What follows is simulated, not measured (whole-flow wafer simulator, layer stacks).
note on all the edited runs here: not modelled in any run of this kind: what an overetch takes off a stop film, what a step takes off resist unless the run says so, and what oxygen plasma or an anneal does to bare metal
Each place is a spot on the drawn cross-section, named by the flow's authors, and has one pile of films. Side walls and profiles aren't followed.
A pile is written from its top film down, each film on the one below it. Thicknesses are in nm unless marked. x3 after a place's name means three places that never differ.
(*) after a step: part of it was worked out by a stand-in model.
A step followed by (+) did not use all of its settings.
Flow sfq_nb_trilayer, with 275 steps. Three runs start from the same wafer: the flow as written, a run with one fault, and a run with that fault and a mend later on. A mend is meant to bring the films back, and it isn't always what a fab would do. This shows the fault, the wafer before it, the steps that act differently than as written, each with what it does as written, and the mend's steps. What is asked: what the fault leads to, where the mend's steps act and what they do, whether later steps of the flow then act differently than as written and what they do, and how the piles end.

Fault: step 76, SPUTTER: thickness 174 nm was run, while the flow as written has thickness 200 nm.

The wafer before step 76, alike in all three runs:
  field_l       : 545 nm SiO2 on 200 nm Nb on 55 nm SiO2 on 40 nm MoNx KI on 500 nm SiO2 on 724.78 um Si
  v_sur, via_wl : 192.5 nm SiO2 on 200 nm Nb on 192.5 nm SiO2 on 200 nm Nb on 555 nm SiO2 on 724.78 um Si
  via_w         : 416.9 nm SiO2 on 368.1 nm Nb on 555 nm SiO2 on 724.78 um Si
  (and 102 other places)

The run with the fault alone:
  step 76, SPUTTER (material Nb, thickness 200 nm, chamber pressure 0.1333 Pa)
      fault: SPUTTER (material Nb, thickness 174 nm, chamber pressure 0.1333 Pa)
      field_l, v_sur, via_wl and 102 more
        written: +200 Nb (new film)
        fault: +174 Nb (new film)
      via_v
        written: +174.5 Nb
        fault: +152.2 Nb
  Later steps of the flow acting differently than as written (6 more steps, not shown, differ only slightly: by at most 2% or 0.5 nm, whichever is larger):
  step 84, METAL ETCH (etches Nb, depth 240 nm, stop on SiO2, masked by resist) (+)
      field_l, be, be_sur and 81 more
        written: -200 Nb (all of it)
        fault: -174 Nb (all of it)
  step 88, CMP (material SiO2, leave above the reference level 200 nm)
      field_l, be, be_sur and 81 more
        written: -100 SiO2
        fault: -126 SiO2
  The piles end different from the flow's at v_sur, via_wl, via_w and 29 more by more than 2% or 0.5 nm, whichever is larger.
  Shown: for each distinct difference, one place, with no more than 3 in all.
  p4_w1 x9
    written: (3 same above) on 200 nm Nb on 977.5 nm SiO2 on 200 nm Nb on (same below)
    fault: (3 same above) on 200 nm Nb on 951.5 nm SiO2 on 200 nm Nb on (same below)
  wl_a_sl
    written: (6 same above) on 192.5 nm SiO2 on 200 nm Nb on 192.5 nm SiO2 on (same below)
    fault: (6 same above) on 192.5 nm SiO2 on 174 nm Nb on 192.5 nm SiO2 on (same below)
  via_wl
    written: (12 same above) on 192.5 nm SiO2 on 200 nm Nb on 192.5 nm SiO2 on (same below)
    fault: (12 same above) on 192.5 nm SiO2 on 174 nm Nb on 192.5 nm SiO2 on (same below)

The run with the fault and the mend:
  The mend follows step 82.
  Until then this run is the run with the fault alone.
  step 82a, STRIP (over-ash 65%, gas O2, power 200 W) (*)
      p4_fl x3, p4_w1 x9, p4_g1 x2 and 48 more
        -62 anti-reflective coat (all of it)
      wl_j_sl, wl_jj, wl_j_sr and 12 more
        -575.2 KrF resist (all of it), -62 anti-reflective coat (all of it)
      moat, field_r, lsp_l and 6 more
        -61.8 anti-reflective coat (all of it)
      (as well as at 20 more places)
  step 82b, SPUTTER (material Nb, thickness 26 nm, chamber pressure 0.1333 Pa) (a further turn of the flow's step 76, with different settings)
      field_l, v_sur, via_wl and 102 more
        +26 Nb
      via_v
        +20.1 Nb
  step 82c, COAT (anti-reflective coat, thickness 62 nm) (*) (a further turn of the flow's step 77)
      p4_fl x3, p4_w1 x9, p4_g1 x2 and 63 more
        +62 anti-reflective coat (new film)
      moat, field_r, lsp_l and 6 more
        +61.8 anti-reflective coat (new film)
      be_r, r_sur, res, r_end
        +61.7 anti-reflective coat (new film)
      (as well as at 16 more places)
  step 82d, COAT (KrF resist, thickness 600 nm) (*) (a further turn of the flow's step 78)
      p4_fl x3, p4_w1 x9, p4_g1 x2 and 63 more
        +600 KrF resist (new film)
      field_r, lsp_l, ln_m5, l0v
        +599.5 KrF resist (new film)
      lsp_m, ln_m6, lsp_r, l0_sur
        +599.6 KrF resist (new film)
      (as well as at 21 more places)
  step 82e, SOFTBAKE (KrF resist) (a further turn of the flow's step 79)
      does not change any film at any place that is followed
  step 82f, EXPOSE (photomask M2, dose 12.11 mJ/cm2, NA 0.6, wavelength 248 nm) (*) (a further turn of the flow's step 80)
      does not change any film at any place that is followed
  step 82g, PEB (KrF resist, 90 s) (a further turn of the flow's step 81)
      field_l, v_sur, via_wl and 97 more
        -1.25 KrF resist
      via_w, via_wr, via_sp, wire, be
        -1.24 KrF resist
      via_v
        -1.59 KrF resist
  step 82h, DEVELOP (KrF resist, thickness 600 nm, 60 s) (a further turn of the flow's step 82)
      p4_fl x3, p4_w1 x9, p4_g1 x2 and 48 more
        -598.7 KrF resist (all of it)
      v_sur, via_wl, via_w and 19 more
        -23.5 KrF resist
      lsp_l, ln_m5, lsp_m, ln_m6, lsp_r, l0_sur, l0v
        -598.3 KrF resist (all of it)
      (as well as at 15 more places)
  None of the later steps of the flow differs from how it acts as written, at any place that is followed, by more than 2% or 0.5 nm, whichever is larger.
  When the end is reached, the piles differ only a little from the flow's at the places that both follow, at most by 2% or 0.5 nm, whichever is larger.
